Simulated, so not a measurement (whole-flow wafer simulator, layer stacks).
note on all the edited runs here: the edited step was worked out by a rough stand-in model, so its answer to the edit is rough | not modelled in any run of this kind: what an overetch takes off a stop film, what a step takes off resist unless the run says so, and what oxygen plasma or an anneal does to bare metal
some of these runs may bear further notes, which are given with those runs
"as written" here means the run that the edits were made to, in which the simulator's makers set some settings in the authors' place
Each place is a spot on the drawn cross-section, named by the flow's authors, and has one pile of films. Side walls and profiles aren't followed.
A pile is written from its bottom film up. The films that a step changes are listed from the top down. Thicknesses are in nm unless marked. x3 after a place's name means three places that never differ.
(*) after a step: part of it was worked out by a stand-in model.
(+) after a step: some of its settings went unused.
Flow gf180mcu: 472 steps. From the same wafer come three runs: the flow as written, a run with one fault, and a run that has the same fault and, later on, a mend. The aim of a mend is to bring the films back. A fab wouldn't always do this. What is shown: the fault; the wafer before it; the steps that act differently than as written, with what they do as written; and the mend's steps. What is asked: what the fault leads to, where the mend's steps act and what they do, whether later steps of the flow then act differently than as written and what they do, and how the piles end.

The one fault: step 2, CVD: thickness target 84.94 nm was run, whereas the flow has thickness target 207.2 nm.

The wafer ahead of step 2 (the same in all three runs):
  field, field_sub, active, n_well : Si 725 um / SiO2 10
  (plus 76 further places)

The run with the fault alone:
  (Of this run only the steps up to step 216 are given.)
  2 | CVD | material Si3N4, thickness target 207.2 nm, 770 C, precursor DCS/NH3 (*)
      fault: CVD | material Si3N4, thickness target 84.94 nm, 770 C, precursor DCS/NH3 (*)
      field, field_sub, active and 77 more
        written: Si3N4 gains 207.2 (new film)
        fault: Si3N4 gains 84.9 (new film)
  Steps further on in the flow that do not act as written (not shown: 6 more steps that differ only slightly, by at most 2% or 0.5 nm, whichever is larger):
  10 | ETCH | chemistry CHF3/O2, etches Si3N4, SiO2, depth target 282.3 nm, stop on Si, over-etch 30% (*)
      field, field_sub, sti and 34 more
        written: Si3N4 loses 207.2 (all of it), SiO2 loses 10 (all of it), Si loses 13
        fault: Si3N4 loses 84.9 (all of it), SiO2 loses 10 (all of it), Si loses 37.5
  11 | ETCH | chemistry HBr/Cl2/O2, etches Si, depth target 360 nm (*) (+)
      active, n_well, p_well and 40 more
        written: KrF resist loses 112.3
        fault: KrF resist loses 104.2
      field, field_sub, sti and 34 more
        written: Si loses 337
        fault: Si loses 312.5
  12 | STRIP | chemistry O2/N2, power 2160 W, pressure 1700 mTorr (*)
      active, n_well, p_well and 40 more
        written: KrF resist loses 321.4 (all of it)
        fault: KrF resist loses 329.6 (all of it)
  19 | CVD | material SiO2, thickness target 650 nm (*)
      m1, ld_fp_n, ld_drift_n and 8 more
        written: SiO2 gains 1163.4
        fault: SiO2 gains 1041.2
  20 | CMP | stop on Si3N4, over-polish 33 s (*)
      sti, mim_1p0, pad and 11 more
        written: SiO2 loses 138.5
        fault: SiO2 loses 260.7
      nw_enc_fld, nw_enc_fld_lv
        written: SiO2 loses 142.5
        fault: SiO2 loses 264.7
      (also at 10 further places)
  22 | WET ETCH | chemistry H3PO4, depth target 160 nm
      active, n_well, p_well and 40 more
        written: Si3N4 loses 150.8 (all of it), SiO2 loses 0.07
        fault: Si3N4 loses 28.5 (all of it), SiO2 loses 1.03
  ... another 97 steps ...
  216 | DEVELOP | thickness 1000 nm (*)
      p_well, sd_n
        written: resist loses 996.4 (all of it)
        fault: resist loses 887.8 (all of it)
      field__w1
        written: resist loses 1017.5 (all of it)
        fault: resist loses 1081.8 (all of it)
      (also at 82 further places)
  After step 216, at field, field__w1, field__w2 and 68 more, the piles differ from the flow's by more than 2% or 0.5 nm, whichever is larger.
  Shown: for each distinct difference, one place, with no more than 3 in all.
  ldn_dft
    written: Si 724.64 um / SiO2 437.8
    fault: Si 724.63 um / SiO2 270 / Si3N4 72 / SiO2 50
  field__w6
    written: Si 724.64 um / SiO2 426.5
    fault: Si 724.63 um / SiO2 251.4 / poly-Si 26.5 / SiO2 58.6
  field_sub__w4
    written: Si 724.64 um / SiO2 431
    fault: Si 724.63 um / SiO2 255.6 / poly-Si 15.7 / SiO2 58.9

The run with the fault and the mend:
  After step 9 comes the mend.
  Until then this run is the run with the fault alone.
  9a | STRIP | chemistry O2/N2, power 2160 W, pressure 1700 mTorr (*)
      active, n_well, p_well and 40 more
        KrF resist loses 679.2 (all of it)
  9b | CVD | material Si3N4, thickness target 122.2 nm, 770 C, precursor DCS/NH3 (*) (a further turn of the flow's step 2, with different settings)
      field, field_sub, active and 77 more
        Si3N4 gains 122.2
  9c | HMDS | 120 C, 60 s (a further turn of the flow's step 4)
      does not change any film at any place that is followed
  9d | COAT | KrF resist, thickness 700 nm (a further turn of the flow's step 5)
      field, field_sub, active and 77 more
        KrF resist gains 700 (new film)
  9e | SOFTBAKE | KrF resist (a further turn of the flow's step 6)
      does not change any film at any place that is followed
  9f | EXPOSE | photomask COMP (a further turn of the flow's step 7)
      does not change any film at any place that is followed
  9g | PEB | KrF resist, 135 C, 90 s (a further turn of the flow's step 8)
      field, field_sub, active and 77 more
        KrF resist loses 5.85
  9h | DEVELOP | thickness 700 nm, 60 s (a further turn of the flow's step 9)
      active, n_well, p_well and 40 more
        KrF resist loses 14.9
      field, field_sub, sti and 34 more
        KrF resist loses 694.2 (all of it)
  Later steps of the flow that are run all act as written at every place that is followed, up to a difference of at most 2% or 0.5 nm, whichever is larger.
  The piles end the same as the flow's at every place that both follow.
